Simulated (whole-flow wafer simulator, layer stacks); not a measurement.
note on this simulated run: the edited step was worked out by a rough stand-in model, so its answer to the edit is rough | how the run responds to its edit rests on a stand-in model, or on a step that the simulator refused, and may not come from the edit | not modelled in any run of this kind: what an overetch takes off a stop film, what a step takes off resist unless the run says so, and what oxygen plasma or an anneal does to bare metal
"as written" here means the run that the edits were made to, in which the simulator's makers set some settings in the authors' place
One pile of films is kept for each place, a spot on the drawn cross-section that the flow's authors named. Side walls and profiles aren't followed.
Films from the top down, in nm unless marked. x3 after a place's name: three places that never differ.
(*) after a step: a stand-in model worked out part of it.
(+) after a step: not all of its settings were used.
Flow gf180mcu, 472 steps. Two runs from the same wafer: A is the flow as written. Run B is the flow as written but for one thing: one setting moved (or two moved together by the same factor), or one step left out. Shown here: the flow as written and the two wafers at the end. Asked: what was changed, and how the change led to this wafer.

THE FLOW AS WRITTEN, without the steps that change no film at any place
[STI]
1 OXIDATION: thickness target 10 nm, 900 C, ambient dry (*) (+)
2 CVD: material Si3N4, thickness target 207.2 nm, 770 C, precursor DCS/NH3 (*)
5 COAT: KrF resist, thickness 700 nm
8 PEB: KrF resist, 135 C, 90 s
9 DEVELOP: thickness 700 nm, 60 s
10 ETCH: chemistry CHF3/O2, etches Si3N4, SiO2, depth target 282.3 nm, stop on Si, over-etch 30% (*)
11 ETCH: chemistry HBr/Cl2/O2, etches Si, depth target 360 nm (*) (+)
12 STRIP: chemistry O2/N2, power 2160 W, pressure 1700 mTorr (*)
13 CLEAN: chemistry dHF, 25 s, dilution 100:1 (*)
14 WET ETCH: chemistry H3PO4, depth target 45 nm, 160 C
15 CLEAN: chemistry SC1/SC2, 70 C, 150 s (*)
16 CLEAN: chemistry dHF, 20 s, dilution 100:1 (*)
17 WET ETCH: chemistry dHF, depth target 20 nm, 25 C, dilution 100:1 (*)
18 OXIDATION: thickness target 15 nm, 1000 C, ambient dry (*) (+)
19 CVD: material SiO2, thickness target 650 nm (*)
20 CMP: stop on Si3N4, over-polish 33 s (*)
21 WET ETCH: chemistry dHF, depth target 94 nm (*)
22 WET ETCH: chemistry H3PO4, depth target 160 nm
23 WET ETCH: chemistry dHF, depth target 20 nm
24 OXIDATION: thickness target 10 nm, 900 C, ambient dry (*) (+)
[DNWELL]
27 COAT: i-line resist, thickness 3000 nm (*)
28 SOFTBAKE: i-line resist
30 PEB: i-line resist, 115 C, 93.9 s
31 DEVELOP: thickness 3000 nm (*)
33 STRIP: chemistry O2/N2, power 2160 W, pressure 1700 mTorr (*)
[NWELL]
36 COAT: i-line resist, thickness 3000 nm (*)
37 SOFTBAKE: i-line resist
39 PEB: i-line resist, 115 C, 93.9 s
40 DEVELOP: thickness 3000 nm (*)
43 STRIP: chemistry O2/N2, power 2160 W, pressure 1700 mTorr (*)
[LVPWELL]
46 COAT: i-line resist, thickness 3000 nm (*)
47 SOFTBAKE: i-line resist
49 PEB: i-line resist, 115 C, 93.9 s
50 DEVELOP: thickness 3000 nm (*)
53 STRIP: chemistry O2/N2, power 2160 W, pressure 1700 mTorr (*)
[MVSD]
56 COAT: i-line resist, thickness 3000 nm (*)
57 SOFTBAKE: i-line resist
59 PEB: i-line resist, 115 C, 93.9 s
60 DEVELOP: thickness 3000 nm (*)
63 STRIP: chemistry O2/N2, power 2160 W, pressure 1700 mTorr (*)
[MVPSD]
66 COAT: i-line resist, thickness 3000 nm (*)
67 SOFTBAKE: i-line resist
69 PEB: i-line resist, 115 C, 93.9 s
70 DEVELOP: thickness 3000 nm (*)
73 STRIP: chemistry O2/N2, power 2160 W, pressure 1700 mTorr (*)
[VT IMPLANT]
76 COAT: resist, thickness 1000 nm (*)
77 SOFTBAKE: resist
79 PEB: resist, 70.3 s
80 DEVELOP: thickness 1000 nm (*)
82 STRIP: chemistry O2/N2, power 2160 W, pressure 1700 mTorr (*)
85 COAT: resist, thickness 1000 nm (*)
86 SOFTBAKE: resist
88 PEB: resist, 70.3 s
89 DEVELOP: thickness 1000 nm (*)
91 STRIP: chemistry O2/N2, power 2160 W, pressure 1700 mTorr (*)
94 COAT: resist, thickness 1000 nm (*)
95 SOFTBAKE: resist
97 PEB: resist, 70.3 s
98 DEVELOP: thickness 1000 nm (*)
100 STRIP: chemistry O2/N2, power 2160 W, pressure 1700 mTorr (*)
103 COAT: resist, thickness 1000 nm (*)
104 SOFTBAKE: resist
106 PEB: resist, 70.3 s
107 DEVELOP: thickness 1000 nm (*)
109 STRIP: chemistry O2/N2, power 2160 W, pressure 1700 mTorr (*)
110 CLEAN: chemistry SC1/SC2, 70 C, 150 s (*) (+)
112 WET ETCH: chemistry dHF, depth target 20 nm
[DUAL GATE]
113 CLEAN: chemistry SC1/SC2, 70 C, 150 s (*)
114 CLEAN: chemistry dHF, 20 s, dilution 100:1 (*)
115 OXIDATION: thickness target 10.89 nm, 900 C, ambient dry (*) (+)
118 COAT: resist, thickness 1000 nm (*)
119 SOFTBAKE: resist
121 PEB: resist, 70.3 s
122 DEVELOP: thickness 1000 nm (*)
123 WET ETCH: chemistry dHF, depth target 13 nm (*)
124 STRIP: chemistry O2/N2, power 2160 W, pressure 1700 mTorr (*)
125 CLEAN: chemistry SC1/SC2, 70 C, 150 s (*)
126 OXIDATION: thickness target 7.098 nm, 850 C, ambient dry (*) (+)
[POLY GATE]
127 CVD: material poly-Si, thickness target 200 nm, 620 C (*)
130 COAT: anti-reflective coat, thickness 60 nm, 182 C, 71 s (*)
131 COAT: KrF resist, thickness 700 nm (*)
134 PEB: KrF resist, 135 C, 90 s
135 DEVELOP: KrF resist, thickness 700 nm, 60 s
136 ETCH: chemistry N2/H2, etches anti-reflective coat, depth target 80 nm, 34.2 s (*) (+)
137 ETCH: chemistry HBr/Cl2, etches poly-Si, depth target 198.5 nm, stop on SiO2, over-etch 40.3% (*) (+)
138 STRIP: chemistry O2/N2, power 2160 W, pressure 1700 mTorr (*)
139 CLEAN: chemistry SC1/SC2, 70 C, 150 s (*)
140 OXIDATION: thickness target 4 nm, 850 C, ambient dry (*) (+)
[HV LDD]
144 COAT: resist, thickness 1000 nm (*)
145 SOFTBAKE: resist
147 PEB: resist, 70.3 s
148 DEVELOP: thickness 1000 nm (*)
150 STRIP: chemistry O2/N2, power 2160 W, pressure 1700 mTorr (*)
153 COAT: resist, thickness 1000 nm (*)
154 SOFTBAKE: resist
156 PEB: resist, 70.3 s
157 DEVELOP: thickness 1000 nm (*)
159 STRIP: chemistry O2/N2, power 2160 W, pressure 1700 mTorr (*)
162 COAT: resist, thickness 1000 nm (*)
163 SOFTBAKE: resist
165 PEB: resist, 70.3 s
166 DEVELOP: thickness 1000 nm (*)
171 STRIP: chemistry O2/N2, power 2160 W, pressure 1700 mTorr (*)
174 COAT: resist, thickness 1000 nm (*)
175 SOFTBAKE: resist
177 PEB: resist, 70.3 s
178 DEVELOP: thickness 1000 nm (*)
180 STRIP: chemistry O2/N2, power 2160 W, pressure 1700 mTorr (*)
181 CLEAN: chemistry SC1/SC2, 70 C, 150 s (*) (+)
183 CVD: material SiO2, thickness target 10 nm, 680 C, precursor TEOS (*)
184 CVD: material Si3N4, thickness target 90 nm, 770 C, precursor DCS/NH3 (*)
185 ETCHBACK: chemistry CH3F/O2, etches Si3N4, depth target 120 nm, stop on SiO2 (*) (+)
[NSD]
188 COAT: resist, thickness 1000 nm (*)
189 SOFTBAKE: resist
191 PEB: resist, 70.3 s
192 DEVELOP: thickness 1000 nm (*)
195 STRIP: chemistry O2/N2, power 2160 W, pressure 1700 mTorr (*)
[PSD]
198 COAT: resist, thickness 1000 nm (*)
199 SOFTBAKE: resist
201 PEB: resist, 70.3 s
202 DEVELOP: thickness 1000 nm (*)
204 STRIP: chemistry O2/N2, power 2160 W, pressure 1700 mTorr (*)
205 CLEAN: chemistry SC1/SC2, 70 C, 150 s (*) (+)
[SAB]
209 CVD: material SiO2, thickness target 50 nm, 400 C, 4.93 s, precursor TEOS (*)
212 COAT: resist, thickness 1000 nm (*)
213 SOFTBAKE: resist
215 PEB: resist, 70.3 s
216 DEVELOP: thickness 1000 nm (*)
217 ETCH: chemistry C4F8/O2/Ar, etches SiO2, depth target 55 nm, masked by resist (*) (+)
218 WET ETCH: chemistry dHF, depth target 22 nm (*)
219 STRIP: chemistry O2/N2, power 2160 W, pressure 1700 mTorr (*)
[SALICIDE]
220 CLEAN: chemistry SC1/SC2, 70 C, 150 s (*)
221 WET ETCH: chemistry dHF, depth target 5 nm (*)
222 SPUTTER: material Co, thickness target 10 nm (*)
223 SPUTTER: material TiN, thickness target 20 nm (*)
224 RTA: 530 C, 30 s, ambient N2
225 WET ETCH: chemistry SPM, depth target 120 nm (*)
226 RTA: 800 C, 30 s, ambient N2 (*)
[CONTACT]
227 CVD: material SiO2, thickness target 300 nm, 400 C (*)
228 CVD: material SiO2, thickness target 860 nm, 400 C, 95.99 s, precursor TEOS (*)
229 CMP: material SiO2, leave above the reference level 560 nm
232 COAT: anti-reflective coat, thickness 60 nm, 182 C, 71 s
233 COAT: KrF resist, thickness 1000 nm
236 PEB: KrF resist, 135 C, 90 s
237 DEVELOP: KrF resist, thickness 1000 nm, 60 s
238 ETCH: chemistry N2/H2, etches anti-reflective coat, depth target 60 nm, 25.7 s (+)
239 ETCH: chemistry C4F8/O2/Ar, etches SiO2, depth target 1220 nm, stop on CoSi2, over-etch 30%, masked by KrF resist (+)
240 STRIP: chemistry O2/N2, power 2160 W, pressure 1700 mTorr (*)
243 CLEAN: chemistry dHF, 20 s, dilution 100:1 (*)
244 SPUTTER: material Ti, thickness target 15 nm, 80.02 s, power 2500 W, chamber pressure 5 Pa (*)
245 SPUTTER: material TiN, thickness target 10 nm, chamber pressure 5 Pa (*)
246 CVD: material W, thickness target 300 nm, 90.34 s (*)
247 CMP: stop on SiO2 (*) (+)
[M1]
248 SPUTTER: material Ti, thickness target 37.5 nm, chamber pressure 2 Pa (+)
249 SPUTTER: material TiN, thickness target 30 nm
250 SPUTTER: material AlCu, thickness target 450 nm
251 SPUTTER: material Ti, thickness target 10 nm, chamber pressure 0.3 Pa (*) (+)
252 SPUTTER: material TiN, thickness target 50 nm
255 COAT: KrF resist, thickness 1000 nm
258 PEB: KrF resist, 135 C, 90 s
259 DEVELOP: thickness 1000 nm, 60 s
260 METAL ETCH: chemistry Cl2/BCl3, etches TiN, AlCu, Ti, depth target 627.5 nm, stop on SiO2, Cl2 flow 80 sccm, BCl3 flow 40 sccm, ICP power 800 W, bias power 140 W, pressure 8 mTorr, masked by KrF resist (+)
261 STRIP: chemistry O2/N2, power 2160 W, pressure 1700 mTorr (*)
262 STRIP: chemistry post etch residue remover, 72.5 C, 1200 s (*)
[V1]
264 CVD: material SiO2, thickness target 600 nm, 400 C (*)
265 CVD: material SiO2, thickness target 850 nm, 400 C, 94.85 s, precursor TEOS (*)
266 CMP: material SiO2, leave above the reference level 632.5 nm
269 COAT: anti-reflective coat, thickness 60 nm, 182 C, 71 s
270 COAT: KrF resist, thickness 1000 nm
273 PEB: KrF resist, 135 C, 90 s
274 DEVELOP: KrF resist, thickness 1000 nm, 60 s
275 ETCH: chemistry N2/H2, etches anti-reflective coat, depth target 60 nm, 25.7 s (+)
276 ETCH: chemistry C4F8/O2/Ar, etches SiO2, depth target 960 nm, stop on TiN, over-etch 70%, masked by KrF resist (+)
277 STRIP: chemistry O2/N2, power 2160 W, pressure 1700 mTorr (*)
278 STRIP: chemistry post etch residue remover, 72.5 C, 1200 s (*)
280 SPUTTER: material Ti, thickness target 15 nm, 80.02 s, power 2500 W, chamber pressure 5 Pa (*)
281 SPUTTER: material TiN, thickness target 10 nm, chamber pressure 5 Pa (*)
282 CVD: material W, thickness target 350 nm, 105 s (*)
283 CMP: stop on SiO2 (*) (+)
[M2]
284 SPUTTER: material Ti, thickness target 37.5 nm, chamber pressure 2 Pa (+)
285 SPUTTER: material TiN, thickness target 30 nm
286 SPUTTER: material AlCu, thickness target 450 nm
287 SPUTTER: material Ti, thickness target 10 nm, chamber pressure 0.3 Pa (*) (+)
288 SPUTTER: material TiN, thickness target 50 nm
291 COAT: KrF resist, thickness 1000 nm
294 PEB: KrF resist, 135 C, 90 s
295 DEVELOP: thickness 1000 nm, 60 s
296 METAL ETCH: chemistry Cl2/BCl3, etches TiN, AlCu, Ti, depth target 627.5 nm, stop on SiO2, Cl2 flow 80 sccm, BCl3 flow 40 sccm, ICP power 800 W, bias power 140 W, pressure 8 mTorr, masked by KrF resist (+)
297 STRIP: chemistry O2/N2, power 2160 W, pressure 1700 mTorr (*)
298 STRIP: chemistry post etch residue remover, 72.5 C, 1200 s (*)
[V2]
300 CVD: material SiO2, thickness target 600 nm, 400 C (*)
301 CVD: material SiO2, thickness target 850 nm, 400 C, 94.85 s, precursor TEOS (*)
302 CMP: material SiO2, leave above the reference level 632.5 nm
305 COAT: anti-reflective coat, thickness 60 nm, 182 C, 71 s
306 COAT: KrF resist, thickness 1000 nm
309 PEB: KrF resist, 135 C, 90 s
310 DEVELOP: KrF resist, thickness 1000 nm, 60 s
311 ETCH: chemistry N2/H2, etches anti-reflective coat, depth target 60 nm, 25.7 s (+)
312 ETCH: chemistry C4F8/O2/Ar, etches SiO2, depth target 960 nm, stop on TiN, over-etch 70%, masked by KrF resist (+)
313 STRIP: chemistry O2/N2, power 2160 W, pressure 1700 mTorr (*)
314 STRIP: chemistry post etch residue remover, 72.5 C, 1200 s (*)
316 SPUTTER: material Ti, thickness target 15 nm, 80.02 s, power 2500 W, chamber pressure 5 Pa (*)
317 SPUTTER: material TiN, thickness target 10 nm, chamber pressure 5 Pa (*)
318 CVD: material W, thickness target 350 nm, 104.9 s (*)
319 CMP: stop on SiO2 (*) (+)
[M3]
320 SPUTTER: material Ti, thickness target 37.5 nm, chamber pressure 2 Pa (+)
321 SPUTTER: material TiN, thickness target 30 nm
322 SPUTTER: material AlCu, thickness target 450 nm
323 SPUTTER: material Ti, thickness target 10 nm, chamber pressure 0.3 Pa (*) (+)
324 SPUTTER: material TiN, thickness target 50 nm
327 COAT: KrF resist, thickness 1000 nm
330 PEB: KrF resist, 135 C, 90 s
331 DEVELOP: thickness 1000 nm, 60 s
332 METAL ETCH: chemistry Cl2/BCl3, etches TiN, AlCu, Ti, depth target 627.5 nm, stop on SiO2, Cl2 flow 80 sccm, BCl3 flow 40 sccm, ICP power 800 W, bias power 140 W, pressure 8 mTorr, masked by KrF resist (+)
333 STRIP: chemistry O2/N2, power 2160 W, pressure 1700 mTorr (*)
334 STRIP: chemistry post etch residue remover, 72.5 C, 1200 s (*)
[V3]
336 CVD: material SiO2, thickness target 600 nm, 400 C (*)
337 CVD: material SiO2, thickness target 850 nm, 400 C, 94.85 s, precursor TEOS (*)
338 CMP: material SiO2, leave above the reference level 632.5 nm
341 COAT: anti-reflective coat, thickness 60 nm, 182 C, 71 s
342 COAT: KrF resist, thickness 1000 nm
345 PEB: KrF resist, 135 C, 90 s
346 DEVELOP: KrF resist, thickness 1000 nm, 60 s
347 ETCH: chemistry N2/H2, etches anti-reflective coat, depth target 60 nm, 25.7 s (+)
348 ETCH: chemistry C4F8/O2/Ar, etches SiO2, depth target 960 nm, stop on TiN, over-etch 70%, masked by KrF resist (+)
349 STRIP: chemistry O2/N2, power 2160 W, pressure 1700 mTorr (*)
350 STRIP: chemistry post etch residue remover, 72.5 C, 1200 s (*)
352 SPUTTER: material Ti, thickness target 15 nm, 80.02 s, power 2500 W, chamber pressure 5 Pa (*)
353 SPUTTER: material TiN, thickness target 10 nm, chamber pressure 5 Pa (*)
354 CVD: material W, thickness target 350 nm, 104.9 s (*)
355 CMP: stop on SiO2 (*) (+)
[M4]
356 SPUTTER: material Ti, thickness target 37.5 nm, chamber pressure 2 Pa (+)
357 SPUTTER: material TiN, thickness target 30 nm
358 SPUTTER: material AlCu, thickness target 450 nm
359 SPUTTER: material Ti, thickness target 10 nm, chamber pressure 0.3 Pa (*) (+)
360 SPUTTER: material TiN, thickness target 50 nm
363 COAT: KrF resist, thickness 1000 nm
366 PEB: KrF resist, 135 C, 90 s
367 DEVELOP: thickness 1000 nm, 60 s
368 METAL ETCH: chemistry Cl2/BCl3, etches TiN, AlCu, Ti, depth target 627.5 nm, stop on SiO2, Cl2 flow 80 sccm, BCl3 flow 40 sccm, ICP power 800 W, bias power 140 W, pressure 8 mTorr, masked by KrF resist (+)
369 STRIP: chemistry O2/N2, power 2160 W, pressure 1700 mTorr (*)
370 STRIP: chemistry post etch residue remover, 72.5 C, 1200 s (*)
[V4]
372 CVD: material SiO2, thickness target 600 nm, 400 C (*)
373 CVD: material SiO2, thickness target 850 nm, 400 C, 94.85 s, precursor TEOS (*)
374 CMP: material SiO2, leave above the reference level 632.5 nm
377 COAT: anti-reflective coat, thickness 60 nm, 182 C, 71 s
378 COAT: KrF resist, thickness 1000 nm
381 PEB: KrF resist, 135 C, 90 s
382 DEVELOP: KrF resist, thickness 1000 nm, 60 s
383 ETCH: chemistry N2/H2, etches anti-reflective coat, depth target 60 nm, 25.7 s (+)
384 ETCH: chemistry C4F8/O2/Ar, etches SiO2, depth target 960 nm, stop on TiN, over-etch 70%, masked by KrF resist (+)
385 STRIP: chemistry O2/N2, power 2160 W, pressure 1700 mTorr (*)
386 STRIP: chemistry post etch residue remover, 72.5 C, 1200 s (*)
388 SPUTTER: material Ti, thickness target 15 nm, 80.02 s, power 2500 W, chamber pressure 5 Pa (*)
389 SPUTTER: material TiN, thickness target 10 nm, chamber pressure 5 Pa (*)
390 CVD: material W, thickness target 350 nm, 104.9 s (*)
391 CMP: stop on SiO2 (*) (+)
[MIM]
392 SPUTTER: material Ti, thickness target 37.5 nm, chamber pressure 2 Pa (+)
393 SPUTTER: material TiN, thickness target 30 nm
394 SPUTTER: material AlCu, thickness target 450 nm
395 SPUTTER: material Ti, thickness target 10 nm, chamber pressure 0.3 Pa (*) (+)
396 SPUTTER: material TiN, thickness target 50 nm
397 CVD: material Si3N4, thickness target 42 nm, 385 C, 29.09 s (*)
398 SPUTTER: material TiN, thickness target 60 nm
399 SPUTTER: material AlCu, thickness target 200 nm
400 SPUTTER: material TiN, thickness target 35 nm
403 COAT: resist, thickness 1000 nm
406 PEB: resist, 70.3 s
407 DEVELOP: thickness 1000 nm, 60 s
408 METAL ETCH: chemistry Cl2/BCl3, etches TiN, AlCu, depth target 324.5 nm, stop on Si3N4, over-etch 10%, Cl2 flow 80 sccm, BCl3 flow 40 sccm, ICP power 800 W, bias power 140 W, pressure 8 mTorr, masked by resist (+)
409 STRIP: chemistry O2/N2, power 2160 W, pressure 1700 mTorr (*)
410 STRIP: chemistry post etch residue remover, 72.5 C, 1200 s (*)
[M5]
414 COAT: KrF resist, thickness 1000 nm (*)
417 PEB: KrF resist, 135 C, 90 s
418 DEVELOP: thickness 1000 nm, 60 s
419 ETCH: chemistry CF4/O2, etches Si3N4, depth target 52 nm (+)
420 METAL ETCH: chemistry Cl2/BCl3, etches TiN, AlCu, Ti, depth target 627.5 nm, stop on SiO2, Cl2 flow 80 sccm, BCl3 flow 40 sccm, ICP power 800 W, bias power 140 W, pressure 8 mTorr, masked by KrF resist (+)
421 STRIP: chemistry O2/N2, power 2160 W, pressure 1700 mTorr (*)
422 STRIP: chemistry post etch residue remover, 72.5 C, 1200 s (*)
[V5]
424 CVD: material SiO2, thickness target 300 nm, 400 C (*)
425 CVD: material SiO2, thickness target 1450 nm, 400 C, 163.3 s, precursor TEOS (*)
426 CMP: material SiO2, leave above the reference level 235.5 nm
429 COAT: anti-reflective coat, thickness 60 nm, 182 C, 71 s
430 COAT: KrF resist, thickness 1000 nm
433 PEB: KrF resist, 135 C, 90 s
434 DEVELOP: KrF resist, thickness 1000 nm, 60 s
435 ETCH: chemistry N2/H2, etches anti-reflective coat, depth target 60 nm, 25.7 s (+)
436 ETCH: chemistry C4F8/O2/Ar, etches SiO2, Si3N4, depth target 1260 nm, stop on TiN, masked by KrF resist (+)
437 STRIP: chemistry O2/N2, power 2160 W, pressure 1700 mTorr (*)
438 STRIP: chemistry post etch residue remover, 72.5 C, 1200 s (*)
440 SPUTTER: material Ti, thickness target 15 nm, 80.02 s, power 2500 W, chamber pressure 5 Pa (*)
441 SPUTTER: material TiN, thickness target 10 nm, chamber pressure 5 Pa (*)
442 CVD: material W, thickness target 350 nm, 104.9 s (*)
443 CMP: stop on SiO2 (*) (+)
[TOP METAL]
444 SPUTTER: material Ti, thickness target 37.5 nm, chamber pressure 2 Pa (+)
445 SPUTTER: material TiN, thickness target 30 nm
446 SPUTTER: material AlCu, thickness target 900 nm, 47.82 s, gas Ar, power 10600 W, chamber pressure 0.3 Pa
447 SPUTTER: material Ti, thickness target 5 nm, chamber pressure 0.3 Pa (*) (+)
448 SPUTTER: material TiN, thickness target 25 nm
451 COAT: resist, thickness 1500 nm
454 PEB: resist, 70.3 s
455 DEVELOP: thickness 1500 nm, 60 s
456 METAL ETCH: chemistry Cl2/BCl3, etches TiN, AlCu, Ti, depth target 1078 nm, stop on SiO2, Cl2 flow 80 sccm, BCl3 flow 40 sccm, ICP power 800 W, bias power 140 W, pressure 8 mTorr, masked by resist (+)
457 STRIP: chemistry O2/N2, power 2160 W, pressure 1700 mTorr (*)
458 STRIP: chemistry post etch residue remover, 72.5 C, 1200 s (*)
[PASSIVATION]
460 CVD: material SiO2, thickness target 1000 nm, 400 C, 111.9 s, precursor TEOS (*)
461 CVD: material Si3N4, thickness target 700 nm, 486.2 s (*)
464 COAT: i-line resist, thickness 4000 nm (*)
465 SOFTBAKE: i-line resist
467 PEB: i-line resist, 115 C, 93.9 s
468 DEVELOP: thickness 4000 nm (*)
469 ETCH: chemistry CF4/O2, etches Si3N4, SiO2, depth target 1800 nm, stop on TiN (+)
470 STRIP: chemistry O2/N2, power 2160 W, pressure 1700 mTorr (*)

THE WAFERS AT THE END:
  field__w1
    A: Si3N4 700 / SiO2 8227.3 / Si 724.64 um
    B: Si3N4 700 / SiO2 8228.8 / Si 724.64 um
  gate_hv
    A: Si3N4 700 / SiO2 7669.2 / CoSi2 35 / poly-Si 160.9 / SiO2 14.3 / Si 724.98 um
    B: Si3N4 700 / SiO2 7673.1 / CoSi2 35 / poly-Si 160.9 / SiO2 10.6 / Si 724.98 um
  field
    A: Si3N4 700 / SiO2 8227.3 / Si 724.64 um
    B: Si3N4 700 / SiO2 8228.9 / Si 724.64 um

The cause: step 115, OXIDATION: thickness target 6.641 nm was run, where the flow has thickness target 10.89 nm.

How the change led to this, step by step:
  115 OXIDATION: thickness target 10.89 nm, 900 C, ambient dry (*) (+)
      active, n_well, p_well and 40 more: A SiO2 +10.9 (new film), Si -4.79 | B SiO2 +6.64 (new film), Si -2.92
      sti, mim_1p0, pad and 19 more: A SiO2 +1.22, Si -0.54 | B SiO2 +0.53, Si -0.24
      (and at 27 more places)
  123 WET ETCH: chemistry dHF, depth target 13 nm (*)
      active, n_well, p_well and 12 more: A SiO2 -10.9 (all of it) | B SiO2 -6.64 (all of it)
  126 OXIDATION: thickness target 7.098 nm, 850 C, ambient dry (*) (+)
      gate_hv, active_hv, active_nat and 25 more: A SiO2 +3.72, Si -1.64 | B SiO2 +4.27, Si -1.88
  130 COAT: anti-reflective coat, thickness 60 nm, 182 C, 71 s (*)
      p_well, spacer, sd_n: A anti-reflective coat +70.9 (new film) | B anti-reflective coat +68.6 (new film)
      gate: A anti-reflective coat +65.5 (new film) | B anti-reflective coat +64.1 (new film)
      (and at 5 more places)
  136 ETCH: chemistry N2/H2, etches anti-reflective coat, depth target 80 nm, 34.2 s (*) (+)
      p_well, spacer, sd_n: A anti-reflective coat -70.9 (all of it), poly-Si -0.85 | B anti-reflective coat -68.6 (all of it), poly-Si -0.91
      contact: A anti-reflective coat -67.5 (all of it), poly-Si -0.94 | B anti-reflective coat -65.5 (all of it), poly-Si -0.99
      (and at 3 more places)
  138 STRIP: chemistry O2/N2, power 2160 W, pressure 1700 mTorr (*)
      gate: A chemical SiO2 +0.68 (new film), KrF resist -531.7 (all of it), anti-reflective coat -65.5 (all of it), poly-Si -0.3 | B chemical SiO2 +0.68 (new film), KrF resist -530.8 (all of it), anti-reflective coat -64.1 (all of it), poly-Si -0.3
      ld_fp_p: A chemical SiO2 +0.68 (new film), KrF resist -526.2 (all of it), anti-reflective coat -47.8 (all of it), poly-Si -0.3 | B chemical SiO2 +0.68 (new film), KrF resist -526.4 (all of it), anti-reflective coat -46.8 (all of it), poly-Si -0.3
  145 SOFTBAKE: resist
      active_nat: A resist +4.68 | B resist +8.9
  154 SOFTBAKE: resist
      active_nat: A resist +4.68 | B resist +8.9
  163 SOFTBAKE: resist
      active_nat: A resist +4.68 | B resist +8.9
  175 SOFTBAKE: resist
      active_nat: A resist +4.68 | B resist +8.9
  189 SOFTBAKE: resist
      active_hv: A resist +2.68 | B resist -0.39
      nw_enc_fld_lv__w3: A resist +2.11 | B resist -1.69
  199 SOFTBAKE: resist
      active_hv: A resist +2.68 | B resist -0.39
      nw_enc_fld_lv__w3: A resist +2.11 | B resist -1.69
  218 WET ETCH: chemistry dHF, depth target 22 nm (*)
      ldn_tap, ldn_src, ldn_drn, ldp_tap, ldp_src, ldp_drn, ldp_gr: A SiO2 -16 (all of it) | B SiO2 -12.4 (all of it)
      ld_drn_n, ld_sd_p: A SiO2 -14.8 (all of it) | B SiO2 -11.2 (all of it)
      (and at 5 more places)
  223 SPUTTER: material TiN, thickness target 20 nm (*)
      field__w12: A TiN +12 (new film) | B TiN +12.6 (new film)
  225 WET ETCH: chemistry SPM, depth target 120 nm (*)
      field__w12: A TiN -12 (all of it), Co -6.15 (all of it) | B TiN -12.6 (all of it), Co -6.15 (all of it)
